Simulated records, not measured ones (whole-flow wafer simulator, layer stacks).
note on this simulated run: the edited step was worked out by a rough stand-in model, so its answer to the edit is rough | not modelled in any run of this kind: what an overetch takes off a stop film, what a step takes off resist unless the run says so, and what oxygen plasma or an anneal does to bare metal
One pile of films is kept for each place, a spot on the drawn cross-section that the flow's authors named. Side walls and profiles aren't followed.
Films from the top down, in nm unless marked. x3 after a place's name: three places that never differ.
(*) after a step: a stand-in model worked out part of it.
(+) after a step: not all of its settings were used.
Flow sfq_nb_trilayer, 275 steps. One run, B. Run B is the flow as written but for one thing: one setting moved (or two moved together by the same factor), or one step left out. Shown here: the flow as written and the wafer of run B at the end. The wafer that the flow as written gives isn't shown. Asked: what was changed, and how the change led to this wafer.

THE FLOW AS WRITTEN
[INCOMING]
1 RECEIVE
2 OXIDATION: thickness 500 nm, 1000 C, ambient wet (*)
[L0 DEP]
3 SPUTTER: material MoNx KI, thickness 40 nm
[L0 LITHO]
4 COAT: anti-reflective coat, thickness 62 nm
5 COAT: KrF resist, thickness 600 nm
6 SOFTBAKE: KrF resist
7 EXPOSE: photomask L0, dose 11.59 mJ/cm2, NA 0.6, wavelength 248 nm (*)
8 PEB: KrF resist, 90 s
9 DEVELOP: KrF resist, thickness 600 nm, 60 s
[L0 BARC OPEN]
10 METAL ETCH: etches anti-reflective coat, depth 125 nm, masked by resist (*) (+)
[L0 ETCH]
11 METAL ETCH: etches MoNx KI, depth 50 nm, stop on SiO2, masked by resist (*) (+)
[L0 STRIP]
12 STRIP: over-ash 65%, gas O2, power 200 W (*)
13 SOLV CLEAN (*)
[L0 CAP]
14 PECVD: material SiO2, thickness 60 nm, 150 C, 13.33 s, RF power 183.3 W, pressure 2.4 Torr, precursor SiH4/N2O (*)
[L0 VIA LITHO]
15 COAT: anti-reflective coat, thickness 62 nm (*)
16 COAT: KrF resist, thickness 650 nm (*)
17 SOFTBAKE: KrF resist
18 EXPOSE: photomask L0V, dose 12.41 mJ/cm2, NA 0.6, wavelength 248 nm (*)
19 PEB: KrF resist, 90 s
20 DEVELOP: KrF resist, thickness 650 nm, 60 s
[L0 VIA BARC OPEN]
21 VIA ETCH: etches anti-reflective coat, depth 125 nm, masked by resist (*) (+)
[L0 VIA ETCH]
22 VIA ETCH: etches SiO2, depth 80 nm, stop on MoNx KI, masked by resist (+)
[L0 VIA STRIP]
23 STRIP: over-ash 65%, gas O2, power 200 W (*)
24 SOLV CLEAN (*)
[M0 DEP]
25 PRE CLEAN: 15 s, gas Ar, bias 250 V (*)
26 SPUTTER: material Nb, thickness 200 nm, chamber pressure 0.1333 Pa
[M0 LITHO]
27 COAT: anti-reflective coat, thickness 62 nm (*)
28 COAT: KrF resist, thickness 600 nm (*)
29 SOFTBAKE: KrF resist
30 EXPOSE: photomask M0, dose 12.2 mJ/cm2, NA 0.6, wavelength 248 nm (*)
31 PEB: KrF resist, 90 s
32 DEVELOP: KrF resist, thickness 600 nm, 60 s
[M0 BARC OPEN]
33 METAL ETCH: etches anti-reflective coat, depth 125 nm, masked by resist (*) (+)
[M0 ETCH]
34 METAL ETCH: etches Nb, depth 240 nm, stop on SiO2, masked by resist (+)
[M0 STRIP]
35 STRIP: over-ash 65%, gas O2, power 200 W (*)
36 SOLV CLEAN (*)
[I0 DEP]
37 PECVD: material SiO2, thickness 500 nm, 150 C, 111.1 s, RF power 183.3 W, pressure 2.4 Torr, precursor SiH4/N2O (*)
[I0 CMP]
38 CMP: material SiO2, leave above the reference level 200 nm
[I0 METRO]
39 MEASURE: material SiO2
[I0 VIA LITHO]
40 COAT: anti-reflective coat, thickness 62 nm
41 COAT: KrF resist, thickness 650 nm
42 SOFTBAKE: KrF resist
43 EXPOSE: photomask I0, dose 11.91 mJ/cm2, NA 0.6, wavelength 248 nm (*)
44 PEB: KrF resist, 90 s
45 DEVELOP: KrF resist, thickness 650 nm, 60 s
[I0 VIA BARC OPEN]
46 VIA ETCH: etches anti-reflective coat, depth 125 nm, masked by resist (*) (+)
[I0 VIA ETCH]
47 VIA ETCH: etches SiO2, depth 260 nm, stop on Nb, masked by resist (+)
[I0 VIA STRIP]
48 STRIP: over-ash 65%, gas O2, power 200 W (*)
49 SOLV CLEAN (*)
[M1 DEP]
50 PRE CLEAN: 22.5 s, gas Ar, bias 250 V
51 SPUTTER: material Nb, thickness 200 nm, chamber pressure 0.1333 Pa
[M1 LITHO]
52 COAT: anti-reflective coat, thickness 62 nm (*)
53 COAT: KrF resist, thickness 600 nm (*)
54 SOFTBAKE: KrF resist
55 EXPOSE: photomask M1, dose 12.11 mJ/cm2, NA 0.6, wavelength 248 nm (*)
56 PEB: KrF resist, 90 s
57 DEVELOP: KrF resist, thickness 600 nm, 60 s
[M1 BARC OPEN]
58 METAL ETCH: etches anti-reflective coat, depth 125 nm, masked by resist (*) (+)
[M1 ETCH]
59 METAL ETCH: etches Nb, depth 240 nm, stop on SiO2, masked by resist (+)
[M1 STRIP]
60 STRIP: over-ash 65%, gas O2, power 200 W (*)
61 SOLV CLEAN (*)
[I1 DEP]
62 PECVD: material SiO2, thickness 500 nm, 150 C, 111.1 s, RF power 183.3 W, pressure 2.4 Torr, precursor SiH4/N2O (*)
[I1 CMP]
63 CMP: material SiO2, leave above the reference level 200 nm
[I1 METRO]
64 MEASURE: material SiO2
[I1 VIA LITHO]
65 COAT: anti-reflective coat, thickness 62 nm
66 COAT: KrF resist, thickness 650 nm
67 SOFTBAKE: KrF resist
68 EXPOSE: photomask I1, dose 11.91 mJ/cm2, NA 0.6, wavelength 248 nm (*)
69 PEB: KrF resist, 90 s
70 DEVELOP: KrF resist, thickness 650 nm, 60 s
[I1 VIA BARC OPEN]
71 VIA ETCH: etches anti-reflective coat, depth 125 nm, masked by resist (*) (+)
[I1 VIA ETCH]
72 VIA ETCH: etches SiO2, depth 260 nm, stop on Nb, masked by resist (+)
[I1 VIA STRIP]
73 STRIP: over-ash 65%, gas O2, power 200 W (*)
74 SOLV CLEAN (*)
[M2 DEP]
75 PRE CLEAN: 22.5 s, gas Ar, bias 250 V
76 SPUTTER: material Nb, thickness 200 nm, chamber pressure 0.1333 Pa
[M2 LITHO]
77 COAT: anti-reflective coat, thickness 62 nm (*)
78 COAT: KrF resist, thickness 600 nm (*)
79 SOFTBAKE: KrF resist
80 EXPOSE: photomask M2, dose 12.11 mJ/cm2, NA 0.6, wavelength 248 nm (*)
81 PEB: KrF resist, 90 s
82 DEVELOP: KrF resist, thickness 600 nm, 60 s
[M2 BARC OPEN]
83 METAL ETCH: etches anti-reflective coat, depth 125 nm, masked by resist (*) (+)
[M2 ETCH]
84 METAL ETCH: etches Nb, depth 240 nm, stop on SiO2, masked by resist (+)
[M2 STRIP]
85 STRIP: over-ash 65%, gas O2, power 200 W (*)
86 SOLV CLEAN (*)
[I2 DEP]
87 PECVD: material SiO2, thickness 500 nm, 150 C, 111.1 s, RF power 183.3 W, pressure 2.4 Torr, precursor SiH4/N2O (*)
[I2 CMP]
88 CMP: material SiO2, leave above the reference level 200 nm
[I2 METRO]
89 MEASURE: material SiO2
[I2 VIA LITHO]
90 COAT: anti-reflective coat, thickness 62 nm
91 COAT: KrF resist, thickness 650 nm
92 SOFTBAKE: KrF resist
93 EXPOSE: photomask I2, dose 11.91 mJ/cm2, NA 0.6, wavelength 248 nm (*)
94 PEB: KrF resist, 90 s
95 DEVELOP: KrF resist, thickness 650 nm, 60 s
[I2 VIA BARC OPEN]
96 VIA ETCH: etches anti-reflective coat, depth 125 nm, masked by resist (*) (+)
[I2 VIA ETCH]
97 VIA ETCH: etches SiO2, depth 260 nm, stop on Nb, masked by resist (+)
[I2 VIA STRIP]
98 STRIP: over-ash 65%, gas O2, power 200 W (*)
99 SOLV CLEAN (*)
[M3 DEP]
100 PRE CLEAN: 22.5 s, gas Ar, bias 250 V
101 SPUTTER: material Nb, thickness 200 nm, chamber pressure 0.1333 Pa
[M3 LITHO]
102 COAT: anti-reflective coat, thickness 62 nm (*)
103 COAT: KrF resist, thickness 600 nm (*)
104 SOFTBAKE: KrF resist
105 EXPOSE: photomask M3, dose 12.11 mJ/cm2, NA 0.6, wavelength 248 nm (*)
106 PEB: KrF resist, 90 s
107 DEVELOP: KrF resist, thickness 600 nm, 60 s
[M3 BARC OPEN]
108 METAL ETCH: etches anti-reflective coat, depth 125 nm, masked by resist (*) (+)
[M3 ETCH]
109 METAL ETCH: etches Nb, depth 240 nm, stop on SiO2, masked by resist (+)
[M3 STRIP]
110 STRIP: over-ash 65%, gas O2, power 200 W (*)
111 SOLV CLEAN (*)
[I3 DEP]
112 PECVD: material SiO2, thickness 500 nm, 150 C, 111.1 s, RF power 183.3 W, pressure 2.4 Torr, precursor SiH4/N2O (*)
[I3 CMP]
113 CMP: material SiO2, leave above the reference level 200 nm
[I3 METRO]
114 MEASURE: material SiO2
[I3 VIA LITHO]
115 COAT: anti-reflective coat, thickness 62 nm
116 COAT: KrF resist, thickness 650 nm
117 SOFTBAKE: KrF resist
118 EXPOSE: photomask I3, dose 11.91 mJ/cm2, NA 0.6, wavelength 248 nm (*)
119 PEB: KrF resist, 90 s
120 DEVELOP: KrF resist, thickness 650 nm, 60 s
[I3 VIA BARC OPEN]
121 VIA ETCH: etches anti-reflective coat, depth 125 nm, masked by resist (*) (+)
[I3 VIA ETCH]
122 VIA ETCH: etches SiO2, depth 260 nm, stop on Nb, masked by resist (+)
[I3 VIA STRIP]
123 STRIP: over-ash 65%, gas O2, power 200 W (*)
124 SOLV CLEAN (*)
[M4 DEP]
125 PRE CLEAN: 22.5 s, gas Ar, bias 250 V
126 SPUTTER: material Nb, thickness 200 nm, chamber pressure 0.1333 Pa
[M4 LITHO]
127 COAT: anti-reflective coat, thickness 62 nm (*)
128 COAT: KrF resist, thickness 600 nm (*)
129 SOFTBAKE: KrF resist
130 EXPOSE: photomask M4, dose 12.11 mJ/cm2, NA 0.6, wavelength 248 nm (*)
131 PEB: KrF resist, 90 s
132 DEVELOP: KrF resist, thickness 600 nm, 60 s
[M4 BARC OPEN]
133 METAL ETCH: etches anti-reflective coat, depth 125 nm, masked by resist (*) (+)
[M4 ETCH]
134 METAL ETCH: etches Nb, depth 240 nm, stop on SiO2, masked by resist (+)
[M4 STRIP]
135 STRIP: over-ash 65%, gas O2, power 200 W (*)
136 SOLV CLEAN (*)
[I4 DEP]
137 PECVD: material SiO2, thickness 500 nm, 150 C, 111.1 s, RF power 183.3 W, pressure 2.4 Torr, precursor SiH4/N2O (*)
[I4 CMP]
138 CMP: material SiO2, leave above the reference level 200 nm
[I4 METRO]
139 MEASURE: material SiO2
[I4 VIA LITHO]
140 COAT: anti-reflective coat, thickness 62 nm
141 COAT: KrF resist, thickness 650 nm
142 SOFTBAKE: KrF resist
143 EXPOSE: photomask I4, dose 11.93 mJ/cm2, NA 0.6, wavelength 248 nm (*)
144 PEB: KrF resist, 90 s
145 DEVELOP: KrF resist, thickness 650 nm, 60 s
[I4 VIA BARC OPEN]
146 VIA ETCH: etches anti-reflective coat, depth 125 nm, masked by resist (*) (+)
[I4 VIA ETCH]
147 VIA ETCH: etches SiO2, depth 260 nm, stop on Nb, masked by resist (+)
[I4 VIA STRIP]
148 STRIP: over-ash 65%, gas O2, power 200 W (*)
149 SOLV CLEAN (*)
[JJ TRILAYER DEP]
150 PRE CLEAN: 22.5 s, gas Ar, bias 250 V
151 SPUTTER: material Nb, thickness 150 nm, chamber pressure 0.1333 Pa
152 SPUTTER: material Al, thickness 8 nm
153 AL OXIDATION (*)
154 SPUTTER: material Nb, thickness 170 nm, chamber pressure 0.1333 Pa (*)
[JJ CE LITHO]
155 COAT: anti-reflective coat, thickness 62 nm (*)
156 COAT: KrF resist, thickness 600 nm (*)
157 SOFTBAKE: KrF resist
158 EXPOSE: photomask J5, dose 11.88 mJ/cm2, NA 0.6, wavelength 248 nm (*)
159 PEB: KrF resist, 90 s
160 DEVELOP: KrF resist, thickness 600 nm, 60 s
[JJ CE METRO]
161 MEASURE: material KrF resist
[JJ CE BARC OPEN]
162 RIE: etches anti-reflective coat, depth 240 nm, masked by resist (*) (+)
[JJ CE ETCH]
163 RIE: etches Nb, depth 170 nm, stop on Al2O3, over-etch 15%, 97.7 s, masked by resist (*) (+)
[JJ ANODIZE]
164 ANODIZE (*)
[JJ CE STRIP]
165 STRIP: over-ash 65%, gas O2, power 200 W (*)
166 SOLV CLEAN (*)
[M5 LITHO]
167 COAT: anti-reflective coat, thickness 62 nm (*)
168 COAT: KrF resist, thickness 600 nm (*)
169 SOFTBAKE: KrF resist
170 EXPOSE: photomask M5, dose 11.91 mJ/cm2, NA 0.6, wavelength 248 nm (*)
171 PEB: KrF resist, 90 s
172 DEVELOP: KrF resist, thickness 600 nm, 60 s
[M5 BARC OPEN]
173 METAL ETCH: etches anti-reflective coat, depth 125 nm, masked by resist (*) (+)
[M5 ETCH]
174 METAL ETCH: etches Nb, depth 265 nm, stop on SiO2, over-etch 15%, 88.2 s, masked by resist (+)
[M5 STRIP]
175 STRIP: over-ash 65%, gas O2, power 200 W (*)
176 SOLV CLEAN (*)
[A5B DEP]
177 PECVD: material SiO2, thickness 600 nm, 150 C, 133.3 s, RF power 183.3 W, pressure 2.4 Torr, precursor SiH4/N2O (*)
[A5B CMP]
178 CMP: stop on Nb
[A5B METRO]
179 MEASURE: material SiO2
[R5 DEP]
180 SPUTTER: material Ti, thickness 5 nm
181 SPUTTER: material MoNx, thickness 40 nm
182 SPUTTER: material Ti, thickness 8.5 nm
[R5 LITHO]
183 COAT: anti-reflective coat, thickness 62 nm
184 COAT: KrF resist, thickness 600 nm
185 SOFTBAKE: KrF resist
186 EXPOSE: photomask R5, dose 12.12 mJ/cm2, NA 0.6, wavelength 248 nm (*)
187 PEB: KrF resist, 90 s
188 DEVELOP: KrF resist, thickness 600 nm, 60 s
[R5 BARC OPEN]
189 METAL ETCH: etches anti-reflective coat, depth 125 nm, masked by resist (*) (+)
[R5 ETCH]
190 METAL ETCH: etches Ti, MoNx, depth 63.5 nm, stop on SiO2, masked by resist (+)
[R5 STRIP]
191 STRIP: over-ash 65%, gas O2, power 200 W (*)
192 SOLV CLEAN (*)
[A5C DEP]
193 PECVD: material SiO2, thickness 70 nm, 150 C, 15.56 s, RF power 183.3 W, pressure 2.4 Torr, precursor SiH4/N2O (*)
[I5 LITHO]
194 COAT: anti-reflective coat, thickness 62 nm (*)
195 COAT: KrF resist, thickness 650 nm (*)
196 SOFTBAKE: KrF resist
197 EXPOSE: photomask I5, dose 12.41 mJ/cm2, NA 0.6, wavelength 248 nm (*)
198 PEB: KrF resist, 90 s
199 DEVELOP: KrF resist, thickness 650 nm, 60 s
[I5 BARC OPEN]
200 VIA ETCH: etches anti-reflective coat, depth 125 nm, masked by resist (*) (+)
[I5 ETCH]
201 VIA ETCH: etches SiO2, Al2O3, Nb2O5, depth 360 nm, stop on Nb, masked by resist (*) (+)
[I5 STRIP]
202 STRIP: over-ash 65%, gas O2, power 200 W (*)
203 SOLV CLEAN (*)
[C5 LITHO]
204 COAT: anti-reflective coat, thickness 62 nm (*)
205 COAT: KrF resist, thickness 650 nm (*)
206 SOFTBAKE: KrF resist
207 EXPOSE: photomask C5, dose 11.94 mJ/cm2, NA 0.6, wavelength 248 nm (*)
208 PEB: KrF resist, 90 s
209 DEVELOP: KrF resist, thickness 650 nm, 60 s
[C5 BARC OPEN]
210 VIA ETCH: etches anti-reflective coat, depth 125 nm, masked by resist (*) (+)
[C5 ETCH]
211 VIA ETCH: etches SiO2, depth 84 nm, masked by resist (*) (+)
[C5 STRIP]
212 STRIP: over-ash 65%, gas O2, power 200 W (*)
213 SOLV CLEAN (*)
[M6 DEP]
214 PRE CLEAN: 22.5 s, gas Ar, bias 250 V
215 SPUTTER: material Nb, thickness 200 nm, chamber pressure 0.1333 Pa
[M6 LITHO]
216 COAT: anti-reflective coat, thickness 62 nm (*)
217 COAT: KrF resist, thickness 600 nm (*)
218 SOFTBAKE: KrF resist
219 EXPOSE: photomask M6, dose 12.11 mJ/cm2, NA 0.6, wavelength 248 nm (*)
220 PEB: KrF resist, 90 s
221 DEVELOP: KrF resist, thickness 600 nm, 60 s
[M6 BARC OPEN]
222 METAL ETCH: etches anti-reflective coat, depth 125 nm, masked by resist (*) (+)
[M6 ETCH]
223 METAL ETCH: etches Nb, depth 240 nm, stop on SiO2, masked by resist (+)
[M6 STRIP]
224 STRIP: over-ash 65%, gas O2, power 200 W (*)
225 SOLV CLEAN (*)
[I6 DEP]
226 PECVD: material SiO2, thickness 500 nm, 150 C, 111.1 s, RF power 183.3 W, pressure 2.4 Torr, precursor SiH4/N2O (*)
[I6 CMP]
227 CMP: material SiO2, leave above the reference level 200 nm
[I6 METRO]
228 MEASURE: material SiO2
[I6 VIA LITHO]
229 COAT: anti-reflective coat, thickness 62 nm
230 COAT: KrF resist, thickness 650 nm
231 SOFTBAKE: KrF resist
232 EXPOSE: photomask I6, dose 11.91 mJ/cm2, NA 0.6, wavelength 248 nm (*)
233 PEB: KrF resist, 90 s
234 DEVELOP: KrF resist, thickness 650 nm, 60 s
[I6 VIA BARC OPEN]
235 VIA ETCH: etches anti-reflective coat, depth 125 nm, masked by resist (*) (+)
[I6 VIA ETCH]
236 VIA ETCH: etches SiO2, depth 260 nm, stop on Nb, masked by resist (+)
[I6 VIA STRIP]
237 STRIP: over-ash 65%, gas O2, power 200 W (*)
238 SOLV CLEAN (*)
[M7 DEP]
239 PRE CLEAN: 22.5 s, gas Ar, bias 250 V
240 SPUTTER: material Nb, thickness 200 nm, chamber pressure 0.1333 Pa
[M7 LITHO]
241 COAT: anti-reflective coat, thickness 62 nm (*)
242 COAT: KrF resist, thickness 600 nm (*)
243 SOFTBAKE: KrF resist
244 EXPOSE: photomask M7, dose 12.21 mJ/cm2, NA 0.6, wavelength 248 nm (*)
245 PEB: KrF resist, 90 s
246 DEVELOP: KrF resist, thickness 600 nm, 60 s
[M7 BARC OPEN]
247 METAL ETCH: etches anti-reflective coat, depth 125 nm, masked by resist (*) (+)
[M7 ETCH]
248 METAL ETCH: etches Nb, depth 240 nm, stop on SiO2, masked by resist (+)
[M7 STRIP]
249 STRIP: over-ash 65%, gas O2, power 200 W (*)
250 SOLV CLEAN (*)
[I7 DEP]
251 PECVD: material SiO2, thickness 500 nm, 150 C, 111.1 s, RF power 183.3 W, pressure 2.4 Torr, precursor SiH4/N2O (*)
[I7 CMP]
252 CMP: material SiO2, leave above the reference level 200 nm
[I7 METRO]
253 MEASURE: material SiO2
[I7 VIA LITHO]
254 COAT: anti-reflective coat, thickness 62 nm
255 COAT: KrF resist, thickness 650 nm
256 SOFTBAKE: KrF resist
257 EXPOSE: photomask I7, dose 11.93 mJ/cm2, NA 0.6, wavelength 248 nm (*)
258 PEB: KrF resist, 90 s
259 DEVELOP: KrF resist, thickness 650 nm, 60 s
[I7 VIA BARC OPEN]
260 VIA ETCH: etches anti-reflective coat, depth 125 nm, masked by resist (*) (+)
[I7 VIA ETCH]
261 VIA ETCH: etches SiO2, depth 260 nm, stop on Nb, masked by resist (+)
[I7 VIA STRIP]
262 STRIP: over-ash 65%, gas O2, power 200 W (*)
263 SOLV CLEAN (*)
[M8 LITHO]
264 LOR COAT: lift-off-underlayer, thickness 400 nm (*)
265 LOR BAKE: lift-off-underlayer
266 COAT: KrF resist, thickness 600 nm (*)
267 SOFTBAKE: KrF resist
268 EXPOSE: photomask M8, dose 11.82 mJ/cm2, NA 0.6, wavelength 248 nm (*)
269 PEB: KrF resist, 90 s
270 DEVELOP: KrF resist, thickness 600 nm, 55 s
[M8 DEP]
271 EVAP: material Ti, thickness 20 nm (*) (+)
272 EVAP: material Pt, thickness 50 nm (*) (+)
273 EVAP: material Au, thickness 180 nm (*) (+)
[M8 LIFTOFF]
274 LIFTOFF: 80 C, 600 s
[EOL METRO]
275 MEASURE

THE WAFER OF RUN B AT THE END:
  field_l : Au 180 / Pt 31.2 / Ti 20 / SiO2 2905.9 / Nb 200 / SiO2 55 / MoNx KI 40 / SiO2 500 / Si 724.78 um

The cause: step 272, EVAP: thickness 31.2 nm was run, where the flow has thickness 50 nm.
It can be read off the wafer: field_l has Pt 31.2, and step 272 as written asks for 50 nm.

How the change led to this, step by step:
  272 EVAP: material Pt, thickness 50 nm (*) (+)
      field_l, v_sur, via_wl and 103 more: Pt +31.2 (new film) (as written it would be: Pt +50 (new film))
  274 LIFTOFF: 80 C, 600 s
      p4_fl, p4_fm, p4_w1 and 71 more: Au -180 (all of it), Pt -31.2 (all of it), Ti -20 (all of it), KrF resist -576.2 (all of it), lift-off-underlayer -400 (all of it) (as written it would be: Au -180 (all of it), Pt -50 (all of it), Ti -20 (all of it), KrF resist -576.2 (all of it), lift-off-underlayer -400 (all of it))
      c5j, ce_r: Au -180 (all of it), Pt -31.2 (all of it), Ti -20 (all of it), KrF resist -573.3 (all of it), lift-off-underlayer -399.3 (all of it) (as written it would be: Au -180 (all of it), Pt -50 (all of it), Ti -20 (all of it), KrF resist -573.3 (all of it), lift-off-underlayer -399.3 (all of it))
      (and at 19 more places)
